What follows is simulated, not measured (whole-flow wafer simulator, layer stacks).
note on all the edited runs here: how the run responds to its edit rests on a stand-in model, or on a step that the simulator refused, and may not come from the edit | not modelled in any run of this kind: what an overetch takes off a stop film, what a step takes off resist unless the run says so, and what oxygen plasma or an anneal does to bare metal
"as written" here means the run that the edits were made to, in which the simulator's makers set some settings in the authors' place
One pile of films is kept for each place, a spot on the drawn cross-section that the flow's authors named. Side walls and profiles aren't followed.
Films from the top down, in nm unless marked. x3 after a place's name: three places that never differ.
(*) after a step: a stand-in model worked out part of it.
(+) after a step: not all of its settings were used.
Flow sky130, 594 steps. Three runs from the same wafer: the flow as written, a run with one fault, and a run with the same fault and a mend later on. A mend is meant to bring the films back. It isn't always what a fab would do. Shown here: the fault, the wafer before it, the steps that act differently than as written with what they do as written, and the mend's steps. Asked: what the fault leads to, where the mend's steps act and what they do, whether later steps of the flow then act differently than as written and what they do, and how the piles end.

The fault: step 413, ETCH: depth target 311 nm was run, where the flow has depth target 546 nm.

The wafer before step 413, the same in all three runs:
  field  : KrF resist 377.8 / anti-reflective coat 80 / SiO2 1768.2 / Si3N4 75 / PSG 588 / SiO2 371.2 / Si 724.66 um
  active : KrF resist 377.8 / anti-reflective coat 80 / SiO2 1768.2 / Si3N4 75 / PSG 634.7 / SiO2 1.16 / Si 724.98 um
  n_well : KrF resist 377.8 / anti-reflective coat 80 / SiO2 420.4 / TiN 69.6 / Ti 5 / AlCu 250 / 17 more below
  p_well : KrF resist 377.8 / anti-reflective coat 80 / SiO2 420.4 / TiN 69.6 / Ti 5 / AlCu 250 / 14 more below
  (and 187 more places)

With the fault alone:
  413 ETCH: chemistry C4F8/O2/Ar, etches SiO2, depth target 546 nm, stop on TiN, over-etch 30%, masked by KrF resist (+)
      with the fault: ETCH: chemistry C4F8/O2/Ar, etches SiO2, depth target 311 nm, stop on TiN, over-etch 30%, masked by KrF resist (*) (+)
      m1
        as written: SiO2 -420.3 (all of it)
        with the fault: SiO2 -311
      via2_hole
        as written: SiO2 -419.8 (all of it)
        with the fault: SiO2 -311
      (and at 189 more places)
  Later steps of the flow that act differently than as written (1 more step differs only slightly, by at most 2% or 0.5 nm, whichever is larger, and isn't shown):
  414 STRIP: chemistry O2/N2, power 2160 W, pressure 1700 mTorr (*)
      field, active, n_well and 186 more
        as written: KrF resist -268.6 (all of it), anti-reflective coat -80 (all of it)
        with the fault: KrF resist -315.6 (all of it), anti-reflective coat -80 (all of it)
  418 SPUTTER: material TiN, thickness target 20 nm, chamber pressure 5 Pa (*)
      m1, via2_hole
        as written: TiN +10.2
        with the fault: TiN +11.7 (new film)
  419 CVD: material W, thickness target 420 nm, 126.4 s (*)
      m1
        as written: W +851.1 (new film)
        with the fault: W +739.9 (new film)
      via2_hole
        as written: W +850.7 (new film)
        with the fault: W +739.9 (new film)
  At the end the piles differ from the flow's by more than 2% or 0.5 nm, whichever is larger, at m1, via2_hole.
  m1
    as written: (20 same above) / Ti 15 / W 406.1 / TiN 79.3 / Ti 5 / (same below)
    with the fault: (20 same above) / Ti 15 / W 294.9 / TiN 11.7 / SiO2 109.3 / TiN 69.6 / Ti 5 / (same below)
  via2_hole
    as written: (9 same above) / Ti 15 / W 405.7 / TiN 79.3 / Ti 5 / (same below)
    with the fault: (9 same above) / Ti 15 / W 294.9 / TiN 11.7 / SiO2 108.8 / TiN 69.6 / Ti 5 / (same below)

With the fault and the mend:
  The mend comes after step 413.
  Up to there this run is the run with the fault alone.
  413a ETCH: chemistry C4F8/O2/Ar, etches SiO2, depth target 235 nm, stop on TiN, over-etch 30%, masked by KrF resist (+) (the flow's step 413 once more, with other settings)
      field, active, n_well and 186 more
        KrF resist -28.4
      m1
        SiO2 -109.3 (all of it)
      via2_hole
        SiO2 -108.8 (all of it)
  Later steps of the flow that act differently than as written:
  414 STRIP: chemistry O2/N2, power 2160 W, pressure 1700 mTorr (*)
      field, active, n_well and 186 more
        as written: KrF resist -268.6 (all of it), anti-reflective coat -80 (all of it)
        with the mend: KrF resist -287.2 (all of it), anti-reflective coat -80 (all of it)
  At the end the piles are the same as the flow's at every place that both follow.
